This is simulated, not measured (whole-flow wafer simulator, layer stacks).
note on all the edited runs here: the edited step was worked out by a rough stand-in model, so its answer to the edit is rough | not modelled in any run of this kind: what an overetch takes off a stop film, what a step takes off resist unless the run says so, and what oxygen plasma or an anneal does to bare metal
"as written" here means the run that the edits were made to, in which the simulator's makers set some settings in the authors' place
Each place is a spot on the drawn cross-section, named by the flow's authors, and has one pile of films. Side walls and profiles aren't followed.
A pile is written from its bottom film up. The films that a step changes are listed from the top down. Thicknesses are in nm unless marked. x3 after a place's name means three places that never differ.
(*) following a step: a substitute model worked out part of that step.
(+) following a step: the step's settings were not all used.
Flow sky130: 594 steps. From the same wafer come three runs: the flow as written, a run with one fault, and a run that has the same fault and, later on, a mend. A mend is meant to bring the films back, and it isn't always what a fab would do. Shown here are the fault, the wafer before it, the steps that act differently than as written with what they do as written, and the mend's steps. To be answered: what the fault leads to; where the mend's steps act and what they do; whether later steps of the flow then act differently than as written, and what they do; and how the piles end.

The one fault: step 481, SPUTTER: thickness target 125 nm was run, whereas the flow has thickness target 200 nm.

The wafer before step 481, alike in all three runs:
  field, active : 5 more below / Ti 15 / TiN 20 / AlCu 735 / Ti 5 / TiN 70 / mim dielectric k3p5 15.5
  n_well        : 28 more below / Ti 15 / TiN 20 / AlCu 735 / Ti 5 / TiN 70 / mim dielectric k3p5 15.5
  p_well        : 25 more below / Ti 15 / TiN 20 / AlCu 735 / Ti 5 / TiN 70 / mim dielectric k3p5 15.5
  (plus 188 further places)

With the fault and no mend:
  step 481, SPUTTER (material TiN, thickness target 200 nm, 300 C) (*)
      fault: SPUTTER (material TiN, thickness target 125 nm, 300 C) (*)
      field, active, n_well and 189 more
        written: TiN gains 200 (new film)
        fault: TiN gains 125 (new film)
  Steps later in the flow that act otherwise than as written (4 other steps are not shown; they differ only slightly, by no more than 2% or 0.5 nm, whichever is larger):
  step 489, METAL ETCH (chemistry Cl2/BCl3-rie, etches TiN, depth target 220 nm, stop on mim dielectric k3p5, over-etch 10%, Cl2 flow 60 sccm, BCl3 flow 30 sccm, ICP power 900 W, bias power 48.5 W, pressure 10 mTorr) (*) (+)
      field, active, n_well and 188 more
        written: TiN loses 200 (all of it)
        fault: TiN loses 125 (all of it)
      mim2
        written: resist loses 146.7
        fault: resist loses 91.7
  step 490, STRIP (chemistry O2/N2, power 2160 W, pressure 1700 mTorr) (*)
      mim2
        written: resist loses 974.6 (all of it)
        fault: resist loses 1029.6 (all of it)
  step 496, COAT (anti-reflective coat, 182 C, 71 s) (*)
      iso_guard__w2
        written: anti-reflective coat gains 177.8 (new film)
        fault: anti-reflective coat gains 129.2 (new film)
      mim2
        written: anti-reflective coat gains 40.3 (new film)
        fault: anti-reflective coat gains 29.5 (new film)
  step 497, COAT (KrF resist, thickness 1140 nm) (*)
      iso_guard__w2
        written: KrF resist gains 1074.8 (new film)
        fault: KrF resist gains 1107.5 (new film)
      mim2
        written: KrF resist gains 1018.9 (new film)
        fault: KrF resist gains 1085.2 (new film)
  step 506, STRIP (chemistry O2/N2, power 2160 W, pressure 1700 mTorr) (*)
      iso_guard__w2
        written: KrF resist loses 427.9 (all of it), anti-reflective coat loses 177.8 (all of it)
        fault: KrF resist loses 460.5 (all of it), anti-reflective coat loses 129.2 (all of it)
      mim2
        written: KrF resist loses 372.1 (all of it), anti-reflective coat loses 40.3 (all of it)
        fault: KrF resist loses 438.3 (all of it), anti-reflective coat loses 29.5 (all of it)
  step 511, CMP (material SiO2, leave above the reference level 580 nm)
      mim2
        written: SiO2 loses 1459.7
        fault: SiO2 loses 1384.7
  By the end, the piles at mim2 depart from the flow's by more than 2% or 0.5 nm, whichever is larger.
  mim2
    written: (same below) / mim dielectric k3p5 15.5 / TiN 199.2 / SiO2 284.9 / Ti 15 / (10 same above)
    fault: (same below) / mim dielectric k3p5 15.5 / TiN 124.2 / SiO2 359.9 / Ti 15 / (10 same above)

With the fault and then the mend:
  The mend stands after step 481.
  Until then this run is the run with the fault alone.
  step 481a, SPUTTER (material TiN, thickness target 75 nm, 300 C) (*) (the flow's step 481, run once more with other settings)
      field, active, n_well and 189 more
        TiN gains 75
  Later steps of the flow that are run all act as written at every place that is followed.
  At every place that both follow, the piles at the end match the flow's.
